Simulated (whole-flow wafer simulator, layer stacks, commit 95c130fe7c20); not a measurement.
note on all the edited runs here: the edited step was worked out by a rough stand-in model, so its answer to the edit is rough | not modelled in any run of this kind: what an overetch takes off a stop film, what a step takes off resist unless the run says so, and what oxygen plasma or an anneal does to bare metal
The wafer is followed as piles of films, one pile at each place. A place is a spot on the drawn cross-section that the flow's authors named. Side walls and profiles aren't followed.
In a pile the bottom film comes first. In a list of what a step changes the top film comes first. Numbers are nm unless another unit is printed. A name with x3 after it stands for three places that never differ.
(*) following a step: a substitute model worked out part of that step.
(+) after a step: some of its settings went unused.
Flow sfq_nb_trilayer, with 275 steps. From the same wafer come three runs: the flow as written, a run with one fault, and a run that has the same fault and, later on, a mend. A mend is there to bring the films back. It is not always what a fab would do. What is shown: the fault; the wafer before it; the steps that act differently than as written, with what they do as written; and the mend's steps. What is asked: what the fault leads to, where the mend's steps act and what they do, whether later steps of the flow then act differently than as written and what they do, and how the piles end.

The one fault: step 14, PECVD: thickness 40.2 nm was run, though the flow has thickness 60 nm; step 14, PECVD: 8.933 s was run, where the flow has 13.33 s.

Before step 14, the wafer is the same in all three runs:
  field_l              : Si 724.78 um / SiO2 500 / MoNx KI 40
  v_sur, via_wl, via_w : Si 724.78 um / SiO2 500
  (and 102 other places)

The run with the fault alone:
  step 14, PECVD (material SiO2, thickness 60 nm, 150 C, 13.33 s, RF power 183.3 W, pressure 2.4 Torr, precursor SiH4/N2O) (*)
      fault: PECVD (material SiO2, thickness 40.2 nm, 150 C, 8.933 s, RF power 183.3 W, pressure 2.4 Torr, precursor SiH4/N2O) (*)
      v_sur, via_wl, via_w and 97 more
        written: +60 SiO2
        fault: +40.2 SiO2
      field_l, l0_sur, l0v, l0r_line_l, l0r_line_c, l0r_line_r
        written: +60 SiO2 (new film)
        fault: +40.2 SiO2 (new film)
  Steps further on in the flow that do not act as written (10 more steps, not shown, differ only slightly: by at most 2% or 0.5 nm, whichever is larger):
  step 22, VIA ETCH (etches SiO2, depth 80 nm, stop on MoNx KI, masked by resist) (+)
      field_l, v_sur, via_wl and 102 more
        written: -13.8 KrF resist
        fault: -10.4 KrF resist
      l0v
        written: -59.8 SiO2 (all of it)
        fault: -40 SiO2 (all of it)
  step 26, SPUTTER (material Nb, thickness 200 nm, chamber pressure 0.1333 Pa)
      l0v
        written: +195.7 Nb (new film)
        fault: +200 Nb (new film)
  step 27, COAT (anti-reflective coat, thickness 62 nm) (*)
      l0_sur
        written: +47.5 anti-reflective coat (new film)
        fault: +49.6 anti-reflective coat (new film)
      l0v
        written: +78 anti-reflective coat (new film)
        fault: +71.6 anti-reflective coat (new film)
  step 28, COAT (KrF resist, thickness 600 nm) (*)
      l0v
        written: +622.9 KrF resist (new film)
        fault: +610.1 KrF resist (new film)
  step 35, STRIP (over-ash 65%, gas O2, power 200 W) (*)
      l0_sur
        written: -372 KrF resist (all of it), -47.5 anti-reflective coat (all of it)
        fault: -373.3 KrF resist (all of it), -49.6 anti-reflective coat (all of it)
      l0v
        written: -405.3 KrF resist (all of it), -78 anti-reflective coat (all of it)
        fault: -392.4 KrF resist (all of it), -71.6 anti-reflective coat (all of it)
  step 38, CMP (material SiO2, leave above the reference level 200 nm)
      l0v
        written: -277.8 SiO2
        fault: -301.9 SiO2
  The piles end different from the flow's at field_l, v_sur, via_wl and 100 more by more than 2% or 0.5 nm, whichever is larger.
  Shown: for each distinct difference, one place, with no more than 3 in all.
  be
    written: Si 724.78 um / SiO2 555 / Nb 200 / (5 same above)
    fault: Si 724.78 um / SiO2 535.2 / Nb 200 / (5 same above)
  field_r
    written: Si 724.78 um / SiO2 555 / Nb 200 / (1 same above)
    fault: Si 724.78 um / SiO2 535.2 / Nb 200 / (1 same above)
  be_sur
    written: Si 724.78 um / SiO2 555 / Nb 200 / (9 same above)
    fault: Si 724.78 um / SiO2 535.2 / Nb 200 / (9 same above)

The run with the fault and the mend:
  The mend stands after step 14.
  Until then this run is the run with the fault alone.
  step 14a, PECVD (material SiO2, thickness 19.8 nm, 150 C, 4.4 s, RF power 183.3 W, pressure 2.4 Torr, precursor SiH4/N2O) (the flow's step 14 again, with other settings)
      field_l, v_sur, via_wl and 103 more
        +19.8 SiO2
  Later steps of the flow that are run all act as written at every place that is followed, up to a difference of at most 2% or 0.5 nm, whichever is larger.
  At every place that both follow, the piles at the end match the flow's.
